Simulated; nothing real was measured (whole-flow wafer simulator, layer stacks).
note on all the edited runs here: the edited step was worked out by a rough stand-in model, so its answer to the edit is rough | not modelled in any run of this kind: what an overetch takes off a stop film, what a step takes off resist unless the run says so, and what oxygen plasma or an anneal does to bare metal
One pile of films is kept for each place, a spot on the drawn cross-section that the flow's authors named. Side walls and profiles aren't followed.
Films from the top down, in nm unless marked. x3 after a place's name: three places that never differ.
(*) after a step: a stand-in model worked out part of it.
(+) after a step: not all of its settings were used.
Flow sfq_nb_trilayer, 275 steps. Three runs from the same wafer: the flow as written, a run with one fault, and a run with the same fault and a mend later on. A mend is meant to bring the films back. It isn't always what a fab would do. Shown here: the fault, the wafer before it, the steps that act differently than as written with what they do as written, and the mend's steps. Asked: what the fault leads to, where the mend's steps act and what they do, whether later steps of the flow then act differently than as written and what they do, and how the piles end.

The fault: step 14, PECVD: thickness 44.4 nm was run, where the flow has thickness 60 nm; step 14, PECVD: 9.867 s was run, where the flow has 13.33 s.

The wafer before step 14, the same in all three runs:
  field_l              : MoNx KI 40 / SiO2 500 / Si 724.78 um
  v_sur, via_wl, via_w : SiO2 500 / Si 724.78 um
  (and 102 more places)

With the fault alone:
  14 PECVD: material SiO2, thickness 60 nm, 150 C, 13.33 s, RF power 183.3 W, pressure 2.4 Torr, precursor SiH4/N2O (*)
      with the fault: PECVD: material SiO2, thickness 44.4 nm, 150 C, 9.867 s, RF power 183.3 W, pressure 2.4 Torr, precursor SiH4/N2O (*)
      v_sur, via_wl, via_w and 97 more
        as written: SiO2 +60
        with the fault: SiO2 +44.4
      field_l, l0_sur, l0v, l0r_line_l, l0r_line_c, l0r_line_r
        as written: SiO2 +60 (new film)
        with the fault: SiO2 +44.4 (new film)
  Later steps of the flow that act differently than as written (11 more steps differ only slightly, by at most 2% or 0.5 nm, whichever is larger, and aren't shown):
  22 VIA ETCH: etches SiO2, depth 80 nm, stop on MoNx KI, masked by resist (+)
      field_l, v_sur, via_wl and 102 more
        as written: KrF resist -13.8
        with the fault: KrF resist -11.4
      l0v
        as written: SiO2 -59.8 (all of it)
        with the fault: SiO2 -44.2 (all of it)
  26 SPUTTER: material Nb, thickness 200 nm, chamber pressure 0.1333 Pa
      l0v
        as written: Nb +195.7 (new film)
        with the fault: Nb +200 (new film)
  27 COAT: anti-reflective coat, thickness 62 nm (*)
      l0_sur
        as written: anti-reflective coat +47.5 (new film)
        with the fault: anti-reflective coat +49.2 (new film)
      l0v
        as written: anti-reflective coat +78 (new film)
        with the fault: anti-reflective coat +72.8 (new film)
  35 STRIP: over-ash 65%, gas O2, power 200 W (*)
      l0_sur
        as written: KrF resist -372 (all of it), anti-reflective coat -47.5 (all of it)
        with the fault: KrF resist -373.2 (all of it), anti-reflective coat -49.2 (all of it)
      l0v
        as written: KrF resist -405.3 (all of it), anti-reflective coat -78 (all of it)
        with the fault: KrF resist -394.6 (all of it), anti-reflective coat -72.8 (all of it)
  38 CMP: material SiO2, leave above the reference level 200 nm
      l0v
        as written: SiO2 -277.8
        with the fault: SiO2 -297.7
  At the end the piles differ from the flow's by more than 2% or 0.5 nm, whichever is larger, at field_l, v_sur, via_wl and 100 more.
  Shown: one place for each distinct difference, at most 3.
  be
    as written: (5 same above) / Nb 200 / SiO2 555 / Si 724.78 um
    with the fault: (5 same above) / Nb 200 / SiO2 539.4 / Si 724.78 um
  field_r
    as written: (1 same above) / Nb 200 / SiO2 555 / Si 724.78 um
    with the fault: (1 same above) / Nb 200 / SiO2 539.4 / Si 724.78 um
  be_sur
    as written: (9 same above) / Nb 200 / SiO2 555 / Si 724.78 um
    with the fault: (9 same above) / Nb 200 / SiO2 539.4 / Si 724.78 um

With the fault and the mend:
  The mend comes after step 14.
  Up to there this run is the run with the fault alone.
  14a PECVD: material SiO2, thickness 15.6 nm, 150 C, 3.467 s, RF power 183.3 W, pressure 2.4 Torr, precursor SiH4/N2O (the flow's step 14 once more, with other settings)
      field_l, v_sur, via_wl and 103 more
        SiO2 +15.6
  No later step of the flow acts differently than as written, at any place that is followed, by more than 2% or 0.5 nm, whichever is larger.
  At the end the piles are the same as the flow's at every place that both follow.
